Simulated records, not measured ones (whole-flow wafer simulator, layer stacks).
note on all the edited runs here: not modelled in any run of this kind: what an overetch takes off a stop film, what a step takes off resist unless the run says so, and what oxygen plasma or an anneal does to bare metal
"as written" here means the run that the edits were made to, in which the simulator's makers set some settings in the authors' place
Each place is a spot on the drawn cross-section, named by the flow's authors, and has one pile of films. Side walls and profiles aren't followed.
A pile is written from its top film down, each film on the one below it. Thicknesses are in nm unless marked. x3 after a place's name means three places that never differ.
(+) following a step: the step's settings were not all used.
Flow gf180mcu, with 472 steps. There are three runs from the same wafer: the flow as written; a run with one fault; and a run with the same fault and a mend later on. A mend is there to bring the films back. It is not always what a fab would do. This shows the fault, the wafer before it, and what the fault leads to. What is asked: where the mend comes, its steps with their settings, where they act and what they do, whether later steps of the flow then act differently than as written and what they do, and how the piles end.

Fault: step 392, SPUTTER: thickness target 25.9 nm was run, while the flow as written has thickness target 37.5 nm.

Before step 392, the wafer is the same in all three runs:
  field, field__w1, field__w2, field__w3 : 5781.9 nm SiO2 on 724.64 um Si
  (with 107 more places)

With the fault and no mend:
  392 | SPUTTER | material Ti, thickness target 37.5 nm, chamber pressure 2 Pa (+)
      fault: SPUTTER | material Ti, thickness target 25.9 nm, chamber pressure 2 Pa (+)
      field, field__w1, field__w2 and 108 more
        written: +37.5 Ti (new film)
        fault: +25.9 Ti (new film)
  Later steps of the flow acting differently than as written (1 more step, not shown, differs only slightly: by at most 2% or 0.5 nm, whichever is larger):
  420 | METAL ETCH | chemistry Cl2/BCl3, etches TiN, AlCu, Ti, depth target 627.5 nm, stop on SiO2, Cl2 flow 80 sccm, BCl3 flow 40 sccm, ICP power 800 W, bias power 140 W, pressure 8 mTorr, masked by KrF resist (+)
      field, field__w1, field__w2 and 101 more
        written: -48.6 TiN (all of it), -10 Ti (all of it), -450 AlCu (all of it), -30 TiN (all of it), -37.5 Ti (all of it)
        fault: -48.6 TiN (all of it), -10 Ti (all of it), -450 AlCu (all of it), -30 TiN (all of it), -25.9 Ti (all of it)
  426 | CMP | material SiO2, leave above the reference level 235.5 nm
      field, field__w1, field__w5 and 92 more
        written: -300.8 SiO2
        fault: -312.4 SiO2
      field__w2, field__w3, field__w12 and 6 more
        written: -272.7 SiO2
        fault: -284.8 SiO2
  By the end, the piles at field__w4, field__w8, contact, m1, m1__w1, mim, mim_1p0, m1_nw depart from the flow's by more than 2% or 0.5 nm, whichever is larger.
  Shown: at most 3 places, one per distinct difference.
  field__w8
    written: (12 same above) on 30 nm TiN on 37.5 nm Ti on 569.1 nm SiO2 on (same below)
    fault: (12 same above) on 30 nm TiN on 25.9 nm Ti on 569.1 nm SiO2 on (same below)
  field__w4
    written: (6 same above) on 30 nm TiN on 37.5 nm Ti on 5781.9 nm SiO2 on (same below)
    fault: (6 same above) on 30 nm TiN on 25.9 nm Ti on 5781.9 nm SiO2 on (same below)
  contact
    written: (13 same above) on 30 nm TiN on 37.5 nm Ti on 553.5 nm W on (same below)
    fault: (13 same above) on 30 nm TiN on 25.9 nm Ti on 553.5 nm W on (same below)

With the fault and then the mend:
  After step 392 comes the mend.
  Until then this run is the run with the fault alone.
  392a | SPUTTER | material Ti, thickness target 11.6 nm, chamber pressure 2 Pa (+) (the flow's step 392 again, with other settings)
      field, field__w1, field__w2 and 108 more
        +11.6 Ti
  None of the later steps of the flow acts differently than as written at any place that is followed.
  The piles end the same as the flow's at every place that both follow.
